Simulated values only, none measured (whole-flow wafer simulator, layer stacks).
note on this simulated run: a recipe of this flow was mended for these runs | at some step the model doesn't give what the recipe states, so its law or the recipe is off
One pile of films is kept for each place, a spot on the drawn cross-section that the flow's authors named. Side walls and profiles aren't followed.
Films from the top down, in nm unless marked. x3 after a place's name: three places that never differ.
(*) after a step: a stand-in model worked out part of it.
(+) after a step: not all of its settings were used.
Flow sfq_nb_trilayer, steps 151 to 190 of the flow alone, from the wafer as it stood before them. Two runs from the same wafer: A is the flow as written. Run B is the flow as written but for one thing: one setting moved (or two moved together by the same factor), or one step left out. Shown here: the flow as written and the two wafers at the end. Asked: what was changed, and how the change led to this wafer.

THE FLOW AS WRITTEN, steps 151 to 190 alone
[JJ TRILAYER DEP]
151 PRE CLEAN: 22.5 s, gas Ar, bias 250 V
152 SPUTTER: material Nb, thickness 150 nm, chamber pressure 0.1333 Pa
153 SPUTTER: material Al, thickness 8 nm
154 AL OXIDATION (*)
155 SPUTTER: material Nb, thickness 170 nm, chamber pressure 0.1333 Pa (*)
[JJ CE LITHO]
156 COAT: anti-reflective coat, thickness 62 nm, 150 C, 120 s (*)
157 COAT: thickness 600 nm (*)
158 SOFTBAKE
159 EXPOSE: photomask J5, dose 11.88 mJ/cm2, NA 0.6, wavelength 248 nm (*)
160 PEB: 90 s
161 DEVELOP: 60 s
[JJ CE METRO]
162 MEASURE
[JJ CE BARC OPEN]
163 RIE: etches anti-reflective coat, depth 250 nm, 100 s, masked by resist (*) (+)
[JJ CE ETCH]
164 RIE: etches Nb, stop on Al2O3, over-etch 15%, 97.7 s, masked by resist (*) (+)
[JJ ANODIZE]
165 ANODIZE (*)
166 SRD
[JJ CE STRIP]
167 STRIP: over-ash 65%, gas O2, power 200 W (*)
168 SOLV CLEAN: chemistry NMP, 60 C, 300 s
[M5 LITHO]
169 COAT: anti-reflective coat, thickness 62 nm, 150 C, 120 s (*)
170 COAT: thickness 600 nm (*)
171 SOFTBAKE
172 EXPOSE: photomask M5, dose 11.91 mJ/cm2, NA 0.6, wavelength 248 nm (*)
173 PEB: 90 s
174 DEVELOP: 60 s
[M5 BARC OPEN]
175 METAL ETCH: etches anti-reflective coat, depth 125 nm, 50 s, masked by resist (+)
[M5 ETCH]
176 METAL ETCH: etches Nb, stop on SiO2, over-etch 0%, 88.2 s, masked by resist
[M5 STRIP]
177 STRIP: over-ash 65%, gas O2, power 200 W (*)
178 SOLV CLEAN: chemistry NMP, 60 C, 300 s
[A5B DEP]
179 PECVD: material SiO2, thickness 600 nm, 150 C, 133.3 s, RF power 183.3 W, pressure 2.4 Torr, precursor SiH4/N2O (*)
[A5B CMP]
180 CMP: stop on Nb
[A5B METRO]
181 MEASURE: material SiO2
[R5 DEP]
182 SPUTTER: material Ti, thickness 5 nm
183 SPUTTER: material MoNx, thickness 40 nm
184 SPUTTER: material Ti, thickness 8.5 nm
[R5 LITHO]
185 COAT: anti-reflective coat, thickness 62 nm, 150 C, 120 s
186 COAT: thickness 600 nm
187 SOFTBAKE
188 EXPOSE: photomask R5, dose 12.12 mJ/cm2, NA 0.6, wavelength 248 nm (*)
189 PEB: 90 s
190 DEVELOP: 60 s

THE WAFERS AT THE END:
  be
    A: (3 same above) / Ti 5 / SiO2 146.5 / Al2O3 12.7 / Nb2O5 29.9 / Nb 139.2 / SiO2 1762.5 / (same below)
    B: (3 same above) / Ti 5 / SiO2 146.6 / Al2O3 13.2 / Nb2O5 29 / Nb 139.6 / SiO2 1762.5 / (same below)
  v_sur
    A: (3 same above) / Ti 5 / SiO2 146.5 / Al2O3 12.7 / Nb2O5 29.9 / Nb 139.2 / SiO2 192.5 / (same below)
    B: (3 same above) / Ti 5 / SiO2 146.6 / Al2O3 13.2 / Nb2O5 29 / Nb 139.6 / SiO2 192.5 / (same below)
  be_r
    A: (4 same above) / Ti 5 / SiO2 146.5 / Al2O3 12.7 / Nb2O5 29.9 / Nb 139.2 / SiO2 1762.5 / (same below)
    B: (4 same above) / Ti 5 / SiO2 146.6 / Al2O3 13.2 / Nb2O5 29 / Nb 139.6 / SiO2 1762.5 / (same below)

The cause: step 164, RIE: 85 s was run, where the flow has 97.7 s.

How the change led to this, step by step:
  164 RIE: etches Nb, stop on Al2O3, over-etch 15%, 97.7 s, masked by resist (*) (+)
      field_l, v_sur, via_sp and 96 more: A Nb -170 (all of it), Al2O3 -0.51 | B Nb -170 (all of it)
      via_wl, via_wr: A Nb -139.9 (all of it), Al2O3 -0.96 (all of it) | B Nb -139.9 (all of it), Al2O3 -0.6
      (and at 5 more places)
  165 ANODIZE (*)
      via_wl, via_wr: A Al2O3 +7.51 (new film), Nb2O5 +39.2 (new film), Al -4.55 (all of it), Nb -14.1 | B Al2O3 +7.51, Nb2O5 +38.6 (new film), Al -4.55 (all of it), Nb -13.9
      via_w: A Al2O3 +10.7 (new film), Nb2O5 +33.4 (new film), Al -6.51 (all of it), Nb -12 | B Al2O3 +10.7, Nb2O5 +32.8 (new film), Al -6.51 (all of it), Nb -11.8
      (and at 99 more places)
  167 STRIP: over-ash 65%, gas O2, power 200 W (*)
      ce_l: A KrF-resist-other-grade -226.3 (all of it), anti-reflective coat -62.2 (all of it) | B KrF-resist-other-grade -239 (all of it), anti-reflective coat -62.2 (all of it)
      c5j: A KrF-resist-other-grade -226.5 (all of it), anti-reflective coat -62.2 (all of it) | B KrF-resist-other-grade -239.2 (all of it), anti-reflective coat -62.2 (all of it)
      (and at 2 more places)
  169 COAT: anti-reflective coat, thickness 62 nm, 150 C, 120 s (*)
      v_sur: A anti-reflective coat +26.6 (new film) | B anti-reflective coat +27.3 (new film)
  176 METAL ETCH: etches Nb, stop on SiO2, over-etch 0%, 88.2 s, masked by resist
      field_l, res, r_end and 47 more: A Al2O3 -12.6 (all of it), Nb2O5 -29.9 (all of it), Nb -139.2 (all of it), SiO2 -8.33 | B Al2O3 -13.1 (all of it), Nb2O5 -29 (all of it), Nb -139.6 (all of it), SiO2 -8.33
      r_sur: A Al2O3 -12.5 (all of it), Nb2O5 -29.9 (all of it), Nb -139.2 (all of it), SiO2 -8.33 | B Al2O3 -13 (all of it), Nb2O5 -29 (all of it), Nb -139.6 (all of it), SiO2 -8.34
      (and at 2 more places)
  177 STRIP: over-ash 65%, gas O2, power 200 W (*)
      v_sur: A KrF-resist-other-grade -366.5 (all of it), anti-reflective coat -26.6 (all of it) | B KrF-resist-other-grade -366.4 (all of it), anti-reflective coat -27.3 (all of it)
